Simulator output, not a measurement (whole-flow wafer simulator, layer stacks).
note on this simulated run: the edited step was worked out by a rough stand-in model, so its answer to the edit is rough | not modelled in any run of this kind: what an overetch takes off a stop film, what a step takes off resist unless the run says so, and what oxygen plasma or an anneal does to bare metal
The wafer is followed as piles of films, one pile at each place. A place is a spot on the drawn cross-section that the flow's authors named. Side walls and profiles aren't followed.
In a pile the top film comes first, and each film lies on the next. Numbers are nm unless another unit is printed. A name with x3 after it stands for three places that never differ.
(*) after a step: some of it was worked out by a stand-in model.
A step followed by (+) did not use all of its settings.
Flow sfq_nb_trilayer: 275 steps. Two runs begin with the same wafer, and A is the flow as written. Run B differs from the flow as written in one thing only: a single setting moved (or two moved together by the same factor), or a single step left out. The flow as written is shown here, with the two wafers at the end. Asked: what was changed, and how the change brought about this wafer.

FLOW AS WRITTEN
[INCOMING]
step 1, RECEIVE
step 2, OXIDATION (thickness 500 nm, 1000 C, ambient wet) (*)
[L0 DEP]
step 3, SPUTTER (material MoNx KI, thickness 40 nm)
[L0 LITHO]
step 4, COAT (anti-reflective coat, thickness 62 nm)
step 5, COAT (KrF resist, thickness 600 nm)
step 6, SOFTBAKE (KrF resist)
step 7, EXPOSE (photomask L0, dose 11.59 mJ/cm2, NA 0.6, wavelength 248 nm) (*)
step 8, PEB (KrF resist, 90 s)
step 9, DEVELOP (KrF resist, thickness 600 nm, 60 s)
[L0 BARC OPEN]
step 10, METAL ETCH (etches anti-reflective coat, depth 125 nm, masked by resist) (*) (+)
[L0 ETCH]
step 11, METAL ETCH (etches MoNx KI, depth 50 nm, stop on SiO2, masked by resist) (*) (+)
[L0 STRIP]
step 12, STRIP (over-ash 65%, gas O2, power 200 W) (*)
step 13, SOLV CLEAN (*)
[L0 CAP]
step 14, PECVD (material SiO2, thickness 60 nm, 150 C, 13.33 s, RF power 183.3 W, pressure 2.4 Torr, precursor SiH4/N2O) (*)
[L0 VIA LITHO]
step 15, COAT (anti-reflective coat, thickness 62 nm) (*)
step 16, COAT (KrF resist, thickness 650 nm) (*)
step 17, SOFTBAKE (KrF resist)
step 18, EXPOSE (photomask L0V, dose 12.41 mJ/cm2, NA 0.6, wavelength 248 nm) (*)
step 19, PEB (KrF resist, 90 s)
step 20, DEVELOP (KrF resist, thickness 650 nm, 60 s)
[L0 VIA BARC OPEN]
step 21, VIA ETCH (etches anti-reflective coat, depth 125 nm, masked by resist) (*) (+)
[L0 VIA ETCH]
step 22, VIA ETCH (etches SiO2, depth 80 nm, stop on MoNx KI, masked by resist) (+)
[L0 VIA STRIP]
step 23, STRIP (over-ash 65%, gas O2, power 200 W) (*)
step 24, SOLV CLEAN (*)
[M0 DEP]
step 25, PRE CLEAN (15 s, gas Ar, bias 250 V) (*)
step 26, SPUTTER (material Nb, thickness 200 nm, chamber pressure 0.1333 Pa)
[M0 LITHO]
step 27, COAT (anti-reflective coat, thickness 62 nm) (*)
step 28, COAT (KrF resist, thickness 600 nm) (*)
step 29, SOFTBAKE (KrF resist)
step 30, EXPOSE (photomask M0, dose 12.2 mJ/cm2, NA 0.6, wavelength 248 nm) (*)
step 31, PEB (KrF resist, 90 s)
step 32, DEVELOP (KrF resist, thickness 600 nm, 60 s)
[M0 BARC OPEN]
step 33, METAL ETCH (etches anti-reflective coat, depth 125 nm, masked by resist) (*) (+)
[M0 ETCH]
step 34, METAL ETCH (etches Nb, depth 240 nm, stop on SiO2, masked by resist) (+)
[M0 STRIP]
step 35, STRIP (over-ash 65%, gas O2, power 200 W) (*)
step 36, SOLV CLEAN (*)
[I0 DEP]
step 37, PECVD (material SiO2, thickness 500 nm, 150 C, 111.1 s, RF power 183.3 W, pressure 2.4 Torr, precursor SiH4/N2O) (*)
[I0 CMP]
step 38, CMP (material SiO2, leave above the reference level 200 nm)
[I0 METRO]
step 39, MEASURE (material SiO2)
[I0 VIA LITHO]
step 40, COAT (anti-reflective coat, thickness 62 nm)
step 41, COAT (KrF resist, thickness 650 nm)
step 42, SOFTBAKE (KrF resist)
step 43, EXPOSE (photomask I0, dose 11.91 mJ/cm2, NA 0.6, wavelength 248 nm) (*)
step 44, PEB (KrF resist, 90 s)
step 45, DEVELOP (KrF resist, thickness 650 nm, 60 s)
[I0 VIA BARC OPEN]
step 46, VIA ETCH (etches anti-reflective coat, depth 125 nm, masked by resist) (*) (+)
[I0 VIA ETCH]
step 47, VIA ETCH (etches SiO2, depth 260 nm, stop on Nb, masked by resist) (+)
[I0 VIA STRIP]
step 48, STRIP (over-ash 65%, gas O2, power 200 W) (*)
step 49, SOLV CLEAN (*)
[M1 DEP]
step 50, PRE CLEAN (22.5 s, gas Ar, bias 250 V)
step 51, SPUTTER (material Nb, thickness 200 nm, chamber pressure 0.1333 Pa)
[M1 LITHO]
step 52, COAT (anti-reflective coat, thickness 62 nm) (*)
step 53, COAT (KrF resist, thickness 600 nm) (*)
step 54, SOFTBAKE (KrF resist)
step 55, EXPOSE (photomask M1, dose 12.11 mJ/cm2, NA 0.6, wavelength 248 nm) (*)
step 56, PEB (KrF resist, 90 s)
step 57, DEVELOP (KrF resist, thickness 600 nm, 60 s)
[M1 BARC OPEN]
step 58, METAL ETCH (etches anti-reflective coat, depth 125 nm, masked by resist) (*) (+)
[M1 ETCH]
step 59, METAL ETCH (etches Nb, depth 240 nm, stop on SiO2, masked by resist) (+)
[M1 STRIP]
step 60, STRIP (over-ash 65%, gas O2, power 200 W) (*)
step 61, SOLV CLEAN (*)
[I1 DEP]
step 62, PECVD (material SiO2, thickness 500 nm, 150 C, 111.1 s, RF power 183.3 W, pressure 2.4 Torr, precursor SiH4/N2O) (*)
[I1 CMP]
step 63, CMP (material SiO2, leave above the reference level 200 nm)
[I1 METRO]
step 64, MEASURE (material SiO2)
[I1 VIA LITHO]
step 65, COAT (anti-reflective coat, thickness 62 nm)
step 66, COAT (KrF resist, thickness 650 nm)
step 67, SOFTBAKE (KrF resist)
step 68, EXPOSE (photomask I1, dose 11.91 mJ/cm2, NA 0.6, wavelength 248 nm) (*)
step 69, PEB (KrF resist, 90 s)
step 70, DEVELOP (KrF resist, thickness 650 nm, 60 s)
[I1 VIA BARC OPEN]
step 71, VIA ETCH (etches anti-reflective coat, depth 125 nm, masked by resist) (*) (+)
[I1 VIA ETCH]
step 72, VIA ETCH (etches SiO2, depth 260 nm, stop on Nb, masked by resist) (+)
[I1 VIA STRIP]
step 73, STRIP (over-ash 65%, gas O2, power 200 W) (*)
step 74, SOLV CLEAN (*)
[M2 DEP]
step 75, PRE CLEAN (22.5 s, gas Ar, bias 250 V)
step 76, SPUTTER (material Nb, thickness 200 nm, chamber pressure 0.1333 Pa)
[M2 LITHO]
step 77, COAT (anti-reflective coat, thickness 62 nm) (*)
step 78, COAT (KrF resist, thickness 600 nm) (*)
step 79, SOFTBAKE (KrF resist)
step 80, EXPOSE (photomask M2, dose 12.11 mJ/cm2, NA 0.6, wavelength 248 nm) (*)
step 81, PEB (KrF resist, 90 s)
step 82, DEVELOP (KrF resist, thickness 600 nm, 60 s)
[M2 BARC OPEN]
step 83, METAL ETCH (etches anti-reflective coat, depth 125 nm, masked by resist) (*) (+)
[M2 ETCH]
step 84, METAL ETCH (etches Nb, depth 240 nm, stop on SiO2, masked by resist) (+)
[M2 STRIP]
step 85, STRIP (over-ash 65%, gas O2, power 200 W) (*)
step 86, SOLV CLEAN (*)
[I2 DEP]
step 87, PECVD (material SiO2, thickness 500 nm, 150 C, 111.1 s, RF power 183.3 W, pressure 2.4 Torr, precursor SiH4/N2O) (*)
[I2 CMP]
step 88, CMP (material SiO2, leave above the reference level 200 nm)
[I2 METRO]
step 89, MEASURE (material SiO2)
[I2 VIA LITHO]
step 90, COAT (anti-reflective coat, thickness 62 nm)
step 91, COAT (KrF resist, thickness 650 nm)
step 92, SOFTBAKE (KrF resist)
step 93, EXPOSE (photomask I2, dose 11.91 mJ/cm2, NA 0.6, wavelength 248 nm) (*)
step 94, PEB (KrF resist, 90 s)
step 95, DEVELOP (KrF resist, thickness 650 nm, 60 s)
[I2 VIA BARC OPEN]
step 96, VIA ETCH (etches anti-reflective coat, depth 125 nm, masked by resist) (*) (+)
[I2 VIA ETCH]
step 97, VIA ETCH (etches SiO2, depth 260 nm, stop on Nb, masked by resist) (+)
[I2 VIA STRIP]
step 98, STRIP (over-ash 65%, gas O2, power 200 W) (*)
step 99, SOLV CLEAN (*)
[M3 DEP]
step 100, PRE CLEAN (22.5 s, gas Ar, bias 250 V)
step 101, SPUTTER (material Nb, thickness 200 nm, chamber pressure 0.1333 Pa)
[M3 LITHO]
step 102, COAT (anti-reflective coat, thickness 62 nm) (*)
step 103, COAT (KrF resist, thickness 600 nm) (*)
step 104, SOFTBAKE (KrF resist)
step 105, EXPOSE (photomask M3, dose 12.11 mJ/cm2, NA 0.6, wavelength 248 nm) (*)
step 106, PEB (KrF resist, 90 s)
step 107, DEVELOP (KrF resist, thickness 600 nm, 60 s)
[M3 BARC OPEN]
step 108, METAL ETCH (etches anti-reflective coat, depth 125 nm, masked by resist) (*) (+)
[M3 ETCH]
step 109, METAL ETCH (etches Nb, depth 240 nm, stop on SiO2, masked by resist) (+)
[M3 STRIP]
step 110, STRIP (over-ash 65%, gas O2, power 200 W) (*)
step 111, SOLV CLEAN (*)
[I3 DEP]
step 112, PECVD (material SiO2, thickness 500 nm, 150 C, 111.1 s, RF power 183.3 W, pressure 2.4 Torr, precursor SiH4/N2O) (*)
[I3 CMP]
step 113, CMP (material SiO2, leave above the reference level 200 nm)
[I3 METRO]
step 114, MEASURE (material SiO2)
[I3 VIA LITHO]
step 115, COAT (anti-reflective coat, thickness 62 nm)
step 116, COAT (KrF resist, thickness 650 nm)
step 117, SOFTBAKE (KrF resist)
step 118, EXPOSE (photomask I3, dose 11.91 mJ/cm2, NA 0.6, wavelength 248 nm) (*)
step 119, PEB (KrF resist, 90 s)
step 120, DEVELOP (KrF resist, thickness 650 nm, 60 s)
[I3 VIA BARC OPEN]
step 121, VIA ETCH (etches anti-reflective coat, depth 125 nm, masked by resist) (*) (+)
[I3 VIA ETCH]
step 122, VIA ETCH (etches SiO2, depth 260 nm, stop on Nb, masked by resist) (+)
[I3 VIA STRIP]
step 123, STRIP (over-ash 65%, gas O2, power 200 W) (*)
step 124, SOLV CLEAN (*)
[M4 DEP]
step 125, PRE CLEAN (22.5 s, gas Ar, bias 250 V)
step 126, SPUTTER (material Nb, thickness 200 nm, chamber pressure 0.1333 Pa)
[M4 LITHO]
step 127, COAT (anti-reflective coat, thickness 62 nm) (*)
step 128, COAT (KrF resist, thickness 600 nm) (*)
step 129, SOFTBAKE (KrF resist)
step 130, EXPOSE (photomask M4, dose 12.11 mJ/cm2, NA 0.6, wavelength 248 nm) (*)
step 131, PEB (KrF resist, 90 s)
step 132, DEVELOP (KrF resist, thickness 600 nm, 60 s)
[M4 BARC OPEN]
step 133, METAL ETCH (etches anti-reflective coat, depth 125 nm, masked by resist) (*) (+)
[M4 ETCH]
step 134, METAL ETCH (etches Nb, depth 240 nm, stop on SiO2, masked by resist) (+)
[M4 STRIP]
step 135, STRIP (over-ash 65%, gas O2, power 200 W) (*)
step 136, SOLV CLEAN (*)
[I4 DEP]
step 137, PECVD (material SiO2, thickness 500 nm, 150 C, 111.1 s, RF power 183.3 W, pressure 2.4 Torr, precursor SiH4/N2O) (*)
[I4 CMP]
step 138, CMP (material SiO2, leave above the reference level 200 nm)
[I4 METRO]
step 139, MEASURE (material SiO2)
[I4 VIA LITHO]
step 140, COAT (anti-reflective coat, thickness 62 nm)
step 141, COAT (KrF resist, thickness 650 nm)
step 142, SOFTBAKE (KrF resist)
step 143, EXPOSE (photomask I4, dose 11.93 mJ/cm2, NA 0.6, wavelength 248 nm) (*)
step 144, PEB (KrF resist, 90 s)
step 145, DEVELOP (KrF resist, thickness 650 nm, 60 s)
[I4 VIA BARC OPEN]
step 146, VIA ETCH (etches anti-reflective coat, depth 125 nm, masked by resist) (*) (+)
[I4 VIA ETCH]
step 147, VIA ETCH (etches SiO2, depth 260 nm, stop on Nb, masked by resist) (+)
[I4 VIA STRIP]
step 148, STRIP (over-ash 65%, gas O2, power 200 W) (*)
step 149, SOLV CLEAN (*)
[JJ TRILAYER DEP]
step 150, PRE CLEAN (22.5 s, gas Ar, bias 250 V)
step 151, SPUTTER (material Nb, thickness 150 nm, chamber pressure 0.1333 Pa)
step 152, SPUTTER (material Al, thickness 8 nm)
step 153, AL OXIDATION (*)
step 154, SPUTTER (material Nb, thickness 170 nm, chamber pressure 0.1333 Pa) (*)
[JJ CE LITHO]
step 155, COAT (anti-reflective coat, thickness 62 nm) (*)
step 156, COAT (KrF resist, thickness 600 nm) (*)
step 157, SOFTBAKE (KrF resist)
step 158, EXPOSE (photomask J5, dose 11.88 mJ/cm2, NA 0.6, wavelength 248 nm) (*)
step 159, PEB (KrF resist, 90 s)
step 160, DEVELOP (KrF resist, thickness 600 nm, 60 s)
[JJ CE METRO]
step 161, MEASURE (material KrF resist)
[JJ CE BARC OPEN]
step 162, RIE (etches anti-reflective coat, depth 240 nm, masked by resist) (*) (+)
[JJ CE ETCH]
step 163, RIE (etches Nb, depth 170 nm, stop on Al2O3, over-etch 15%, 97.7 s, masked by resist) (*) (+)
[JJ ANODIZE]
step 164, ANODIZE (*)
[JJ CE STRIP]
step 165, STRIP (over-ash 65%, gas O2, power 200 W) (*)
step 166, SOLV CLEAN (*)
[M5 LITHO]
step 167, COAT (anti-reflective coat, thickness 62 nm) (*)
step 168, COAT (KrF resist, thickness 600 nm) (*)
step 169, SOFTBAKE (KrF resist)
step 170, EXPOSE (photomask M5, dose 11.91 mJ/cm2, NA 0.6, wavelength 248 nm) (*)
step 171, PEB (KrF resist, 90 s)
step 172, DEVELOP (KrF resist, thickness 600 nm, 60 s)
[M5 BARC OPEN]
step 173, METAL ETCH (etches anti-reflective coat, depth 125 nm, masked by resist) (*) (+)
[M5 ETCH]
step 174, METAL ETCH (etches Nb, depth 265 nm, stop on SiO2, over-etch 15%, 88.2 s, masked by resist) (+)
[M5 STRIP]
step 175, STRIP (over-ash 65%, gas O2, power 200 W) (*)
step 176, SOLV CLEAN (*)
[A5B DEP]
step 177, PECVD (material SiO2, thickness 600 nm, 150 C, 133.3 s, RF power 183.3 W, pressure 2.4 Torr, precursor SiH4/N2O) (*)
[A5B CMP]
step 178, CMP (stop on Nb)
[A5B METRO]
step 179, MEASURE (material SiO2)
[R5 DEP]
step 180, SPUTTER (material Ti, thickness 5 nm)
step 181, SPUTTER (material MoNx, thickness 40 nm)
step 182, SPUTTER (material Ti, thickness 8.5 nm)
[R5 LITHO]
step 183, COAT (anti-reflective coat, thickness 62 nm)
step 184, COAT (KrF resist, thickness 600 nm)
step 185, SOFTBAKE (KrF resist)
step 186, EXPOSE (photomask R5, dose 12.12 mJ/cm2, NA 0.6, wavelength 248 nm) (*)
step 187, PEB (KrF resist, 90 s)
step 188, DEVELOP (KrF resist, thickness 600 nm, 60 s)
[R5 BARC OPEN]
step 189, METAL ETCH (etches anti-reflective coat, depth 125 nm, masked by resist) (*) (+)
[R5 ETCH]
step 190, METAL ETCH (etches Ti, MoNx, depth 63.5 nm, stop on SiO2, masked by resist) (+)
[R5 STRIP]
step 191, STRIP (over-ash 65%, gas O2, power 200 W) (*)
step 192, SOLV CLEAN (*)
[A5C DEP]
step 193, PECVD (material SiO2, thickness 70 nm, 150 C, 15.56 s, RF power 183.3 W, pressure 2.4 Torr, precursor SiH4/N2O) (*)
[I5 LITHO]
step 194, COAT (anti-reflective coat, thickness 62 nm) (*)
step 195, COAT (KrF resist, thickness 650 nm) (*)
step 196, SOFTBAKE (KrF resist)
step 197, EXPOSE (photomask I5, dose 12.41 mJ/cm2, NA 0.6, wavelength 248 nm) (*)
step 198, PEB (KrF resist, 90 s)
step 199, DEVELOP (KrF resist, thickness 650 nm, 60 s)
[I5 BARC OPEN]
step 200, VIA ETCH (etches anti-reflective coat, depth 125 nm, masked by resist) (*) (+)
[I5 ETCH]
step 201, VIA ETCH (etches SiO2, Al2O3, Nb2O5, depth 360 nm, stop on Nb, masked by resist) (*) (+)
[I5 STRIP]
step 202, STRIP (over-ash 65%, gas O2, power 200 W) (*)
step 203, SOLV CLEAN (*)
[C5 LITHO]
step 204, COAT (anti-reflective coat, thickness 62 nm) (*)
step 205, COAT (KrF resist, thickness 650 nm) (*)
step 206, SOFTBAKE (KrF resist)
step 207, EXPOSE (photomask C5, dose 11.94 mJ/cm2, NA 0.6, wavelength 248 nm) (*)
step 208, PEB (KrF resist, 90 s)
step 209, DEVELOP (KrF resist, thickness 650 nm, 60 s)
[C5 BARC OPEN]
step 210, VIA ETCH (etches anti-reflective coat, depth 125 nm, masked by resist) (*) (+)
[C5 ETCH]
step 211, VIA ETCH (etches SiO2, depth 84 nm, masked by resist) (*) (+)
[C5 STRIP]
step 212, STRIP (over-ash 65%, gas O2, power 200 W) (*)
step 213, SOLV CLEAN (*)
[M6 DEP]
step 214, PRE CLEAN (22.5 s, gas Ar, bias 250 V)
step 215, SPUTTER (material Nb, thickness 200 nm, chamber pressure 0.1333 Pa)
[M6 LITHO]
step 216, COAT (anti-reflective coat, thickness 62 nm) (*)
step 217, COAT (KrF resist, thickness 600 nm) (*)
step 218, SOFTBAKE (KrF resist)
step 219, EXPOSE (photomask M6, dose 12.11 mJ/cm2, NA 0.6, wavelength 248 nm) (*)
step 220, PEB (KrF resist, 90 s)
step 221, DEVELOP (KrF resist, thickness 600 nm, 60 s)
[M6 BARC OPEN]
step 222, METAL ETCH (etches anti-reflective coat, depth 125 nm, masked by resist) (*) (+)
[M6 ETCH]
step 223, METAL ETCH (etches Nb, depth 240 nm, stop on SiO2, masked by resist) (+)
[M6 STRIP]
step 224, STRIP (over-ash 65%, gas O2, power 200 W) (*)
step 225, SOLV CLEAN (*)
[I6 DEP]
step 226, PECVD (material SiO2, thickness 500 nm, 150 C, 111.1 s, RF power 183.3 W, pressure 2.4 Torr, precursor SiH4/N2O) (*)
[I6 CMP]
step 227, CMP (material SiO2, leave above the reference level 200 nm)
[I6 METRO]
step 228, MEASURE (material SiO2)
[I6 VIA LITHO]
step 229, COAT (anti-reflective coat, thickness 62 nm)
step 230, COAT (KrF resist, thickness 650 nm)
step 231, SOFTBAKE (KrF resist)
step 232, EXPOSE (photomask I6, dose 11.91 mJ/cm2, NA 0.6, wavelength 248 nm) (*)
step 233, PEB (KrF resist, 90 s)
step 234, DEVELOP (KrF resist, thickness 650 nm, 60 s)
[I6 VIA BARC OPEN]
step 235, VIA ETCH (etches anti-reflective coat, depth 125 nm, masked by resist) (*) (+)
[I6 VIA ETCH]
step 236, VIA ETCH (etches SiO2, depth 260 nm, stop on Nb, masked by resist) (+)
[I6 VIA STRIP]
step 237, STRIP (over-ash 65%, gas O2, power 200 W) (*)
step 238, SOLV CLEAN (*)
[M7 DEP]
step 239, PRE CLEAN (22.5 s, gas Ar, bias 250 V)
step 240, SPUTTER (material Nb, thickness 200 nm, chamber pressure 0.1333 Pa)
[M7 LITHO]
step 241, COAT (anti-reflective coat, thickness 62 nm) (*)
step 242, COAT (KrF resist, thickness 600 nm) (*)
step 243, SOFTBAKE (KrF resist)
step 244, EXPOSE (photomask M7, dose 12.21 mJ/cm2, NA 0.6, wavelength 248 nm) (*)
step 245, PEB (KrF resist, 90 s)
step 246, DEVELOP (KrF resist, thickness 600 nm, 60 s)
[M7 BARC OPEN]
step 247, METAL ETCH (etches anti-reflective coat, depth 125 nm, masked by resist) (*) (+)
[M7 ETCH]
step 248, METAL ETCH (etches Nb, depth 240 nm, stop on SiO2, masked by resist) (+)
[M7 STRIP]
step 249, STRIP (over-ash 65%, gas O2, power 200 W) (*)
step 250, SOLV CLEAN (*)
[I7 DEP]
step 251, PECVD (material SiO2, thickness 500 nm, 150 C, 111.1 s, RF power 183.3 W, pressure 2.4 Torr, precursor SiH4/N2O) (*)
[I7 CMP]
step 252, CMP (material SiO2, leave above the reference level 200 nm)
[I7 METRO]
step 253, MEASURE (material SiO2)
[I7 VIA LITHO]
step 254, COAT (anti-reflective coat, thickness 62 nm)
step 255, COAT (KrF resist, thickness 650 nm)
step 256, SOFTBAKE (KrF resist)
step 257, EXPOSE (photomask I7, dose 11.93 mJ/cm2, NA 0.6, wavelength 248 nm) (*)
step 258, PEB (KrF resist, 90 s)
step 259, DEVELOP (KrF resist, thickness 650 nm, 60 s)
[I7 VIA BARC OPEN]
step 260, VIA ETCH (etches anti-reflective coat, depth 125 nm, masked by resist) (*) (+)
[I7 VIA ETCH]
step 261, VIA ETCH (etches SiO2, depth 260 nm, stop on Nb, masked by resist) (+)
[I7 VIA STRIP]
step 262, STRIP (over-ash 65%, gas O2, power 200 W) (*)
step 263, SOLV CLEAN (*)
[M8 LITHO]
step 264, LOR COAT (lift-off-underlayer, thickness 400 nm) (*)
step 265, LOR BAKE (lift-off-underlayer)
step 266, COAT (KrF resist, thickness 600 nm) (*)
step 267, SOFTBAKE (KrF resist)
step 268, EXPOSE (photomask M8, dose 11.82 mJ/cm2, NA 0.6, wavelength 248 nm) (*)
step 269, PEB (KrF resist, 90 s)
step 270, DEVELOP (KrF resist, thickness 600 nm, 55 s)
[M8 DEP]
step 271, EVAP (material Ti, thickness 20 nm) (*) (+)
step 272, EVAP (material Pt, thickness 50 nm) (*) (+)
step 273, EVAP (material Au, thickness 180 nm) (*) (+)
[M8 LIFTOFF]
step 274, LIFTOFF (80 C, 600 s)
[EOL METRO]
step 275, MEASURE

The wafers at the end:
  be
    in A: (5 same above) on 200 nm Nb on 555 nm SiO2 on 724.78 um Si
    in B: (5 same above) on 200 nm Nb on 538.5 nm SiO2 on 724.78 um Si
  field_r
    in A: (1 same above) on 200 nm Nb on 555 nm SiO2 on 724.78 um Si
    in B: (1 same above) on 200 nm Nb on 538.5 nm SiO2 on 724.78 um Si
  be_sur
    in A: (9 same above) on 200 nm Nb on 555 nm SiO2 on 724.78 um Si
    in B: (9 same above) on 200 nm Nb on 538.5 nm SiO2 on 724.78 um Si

Cause: step 14, PECVD: thickness 43.5 nm was run, while the flow as written has thickness 60 nm; step 14, PECVD: 9.667 s was run, where the flow has 13.33 s.

How this came from the change, step by step:
  step 14, PECVD (material SiO2, thickness 60 nm, 150 C, 13.33 s, RF power 183.3 W, pressure 2.4 Torr, precursor SiH4/N2O) (*)
      v_sur, via_wl, via_w and 97 more: A SiO2 gains 60 | B SiO2 gains 43.5
      field_l, l0_sur, l0v, l0r_line_l, l0r_line_c, l0r_line_r: A SiO2 gains 60 (new film) | B SiO2 gains 43.5 (new film)
  step 22, VIA ETCH (etches SiO2, depth 80 nm, stop on MoNx KI, masked by resist) (+)
      field_l, v_sur, via_wl and 102 more: A KrF resist loses 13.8 | B KrF resist loses 11.2
      l0v: A SiO2 loses 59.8 (all of it) | B SiO2 loses 43.3 (all of it)
  step 26, SPUTTER (material Nb, thickness 200 nm, chamber pressure 0.1333 Pa)
      l0v: A Nb gains 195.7 (new film) | B Nb gains 200 (new film)
  step 27, COAT (anti-reflective coat, thickness 62 nm) (*)
      l0_sur: A anti-reflective coat gains 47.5 (new film) | B anti-reflective coat gains 49.3 (new film)
      l0v: A anti-reflective coat gains 78 (new film) | B anti-reflective coat gains 72.6 (new film)
  step 35, STRIP (over-ash 65%, gas O2, power 200 W) (*)
      l0_sur: A KrF resist loses 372 (all of it), anti-reflective coat loses 47.5 (all of it) | B KrF resist loses 373.3 (all of it), anti-reflective coat loses 49.3 (all of it)
      l0v: A KrF resist loses 405.3 (all of it), anti-reflective coat loses 78 (all of it) | B KrF resist loses 394.1 (all of it), anti-reflective coat loses 72.6 (all of it)
  step 38, CMP (material SiO2, leave above the reference level 200 nm)
      l0v: A SiO2 loses 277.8 | B SiO2 loses 298.6
